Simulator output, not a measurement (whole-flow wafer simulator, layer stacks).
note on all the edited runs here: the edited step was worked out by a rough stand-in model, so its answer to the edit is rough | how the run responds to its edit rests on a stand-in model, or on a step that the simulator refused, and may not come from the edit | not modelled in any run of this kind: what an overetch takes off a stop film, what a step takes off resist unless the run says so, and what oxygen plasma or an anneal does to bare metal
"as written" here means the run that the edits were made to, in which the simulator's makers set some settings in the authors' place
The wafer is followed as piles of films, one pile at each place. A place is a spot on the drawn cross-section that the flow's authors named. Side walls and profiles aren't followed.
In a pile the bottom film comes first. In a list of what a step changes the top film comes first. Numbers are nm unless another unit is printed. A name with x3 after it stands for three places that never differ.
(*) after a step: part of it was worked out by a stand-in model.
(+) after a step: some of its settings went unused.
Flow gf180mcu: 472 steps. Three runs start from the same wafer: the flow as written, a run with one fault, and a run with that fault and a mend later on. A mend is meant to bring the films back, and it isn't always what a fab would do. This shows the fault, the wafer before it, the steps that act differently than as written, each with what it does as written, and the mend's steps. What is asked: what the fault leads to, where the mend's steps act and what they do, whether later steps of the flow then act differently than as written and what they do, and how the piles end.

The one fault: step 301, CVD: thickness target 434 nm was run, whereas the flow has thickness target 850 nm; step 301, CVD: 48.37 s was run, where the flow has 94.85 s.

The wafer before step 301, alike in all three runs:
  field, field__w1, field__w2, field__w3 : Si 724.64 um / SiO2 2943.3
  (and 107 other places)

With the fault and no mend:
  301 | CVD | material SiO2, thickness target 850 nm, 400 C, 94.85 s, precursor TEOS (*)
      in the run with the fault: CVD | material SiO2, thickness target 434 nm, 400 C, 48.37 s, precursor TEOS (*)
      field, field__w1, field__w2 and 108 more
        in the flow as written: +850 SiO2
        in the run with the fault: +442.4 SiO2
  Later steps of the flow acting differently than as written (2 other steps are not shown; they differ only slightly, by no more than 2% or 0.5 nm, whichever is larger):
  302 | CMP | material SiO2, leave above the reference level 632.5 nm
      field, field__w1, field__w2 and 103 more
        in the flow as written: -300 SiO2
        in the run with the fault: nothing
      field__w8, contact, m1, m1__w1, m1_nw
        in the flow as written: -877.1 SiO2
        in the run with the fault: -469.5 SiO2
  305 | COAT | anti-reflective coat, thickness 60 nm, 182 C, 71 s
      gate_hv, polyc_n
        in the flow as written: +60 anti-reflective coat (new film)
        in the run with the fault: +53.1 anti-reflective coat (new film)
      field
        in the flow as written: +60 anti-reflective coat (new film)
        in the run with the fault: +103.2 anti-reflective coat (new film)
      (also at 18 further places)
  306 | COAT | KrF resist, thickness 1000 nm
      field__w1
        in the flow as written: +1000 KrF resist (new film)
        in the run with the fault: +979.2 KrF resist (new film)
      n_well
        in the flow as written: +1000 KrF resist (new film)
        in the run with the fault: +972.5 KrF resist (new film)
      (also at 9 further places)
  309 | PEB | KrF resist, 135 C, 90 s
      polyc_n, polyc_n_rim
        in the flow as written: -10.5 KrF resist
        in the run with the fault: -11.4 KrF resist
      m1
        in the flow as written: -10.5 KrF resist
        in the run with the fault: -9.63 KrF resist
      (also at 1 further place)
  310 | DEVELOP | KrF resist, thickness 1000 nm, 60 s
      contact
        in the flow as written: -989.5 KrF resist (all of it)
        in the run with the fault: -941.4 KrF resist (all of it)
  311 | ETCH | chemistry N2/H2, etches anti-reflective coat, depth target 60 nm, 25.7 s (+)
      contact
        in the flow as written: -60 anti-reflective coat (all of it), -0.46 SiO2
        in the run with the fault: -22.8 anti-reflective coat (all of it), -1.42 SiO2
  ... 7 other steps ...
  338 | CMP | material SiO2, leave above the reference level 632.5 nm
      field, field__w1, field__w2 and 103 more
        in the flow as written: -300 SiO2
        in the run with the fault: -287.7 SiO2
  By the end, the piles at field, field__w1, field__w2 and 109 more depart from the flow's by more than 2% or 0.5 nm, whichever is larger.
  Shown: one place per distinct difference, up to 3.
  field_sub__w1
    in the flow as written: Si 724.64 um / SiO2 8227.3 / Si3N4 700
    in the run with the fault: Si 724.64 um / SiO2 3385.6 / Ti 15 / TiN 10 / W 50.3 / SiO2 4750.1 / Si3N4 700
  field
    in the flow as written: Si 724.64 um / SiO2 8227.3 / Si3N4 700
    in the run with the fault: Si 724.64 um / SiO2 3385.7 / Ti 15 / TiN 10 / W 50.3 / SiO2 4750.1 / Si3N4 700
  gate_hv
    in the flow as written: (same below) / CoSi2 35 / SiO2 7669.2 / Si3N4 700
    in the run with the fault: (same below) / CoSi2 35 / SiO2 2827.5 / Ti 15 / TiN 10 / W 50.3 / SiO2 4750.1 / Si3N4 700

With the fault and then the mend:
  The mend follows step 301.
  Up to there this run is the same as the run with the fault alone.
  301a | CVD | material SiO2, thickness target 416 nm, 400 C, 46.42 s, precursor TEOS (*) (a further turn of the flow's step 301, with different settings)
      field, field__w1, field__w2 and 108 more
        +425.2 SiO2
  Later steps of the flow acting differently than as written:
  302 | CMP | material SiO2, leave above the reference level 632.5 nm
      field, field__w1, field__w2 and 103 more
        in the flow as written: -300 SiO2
        in the run with the mend: -317.6 SiO2
  At every place that both follow, the piles at the end match the flow's.
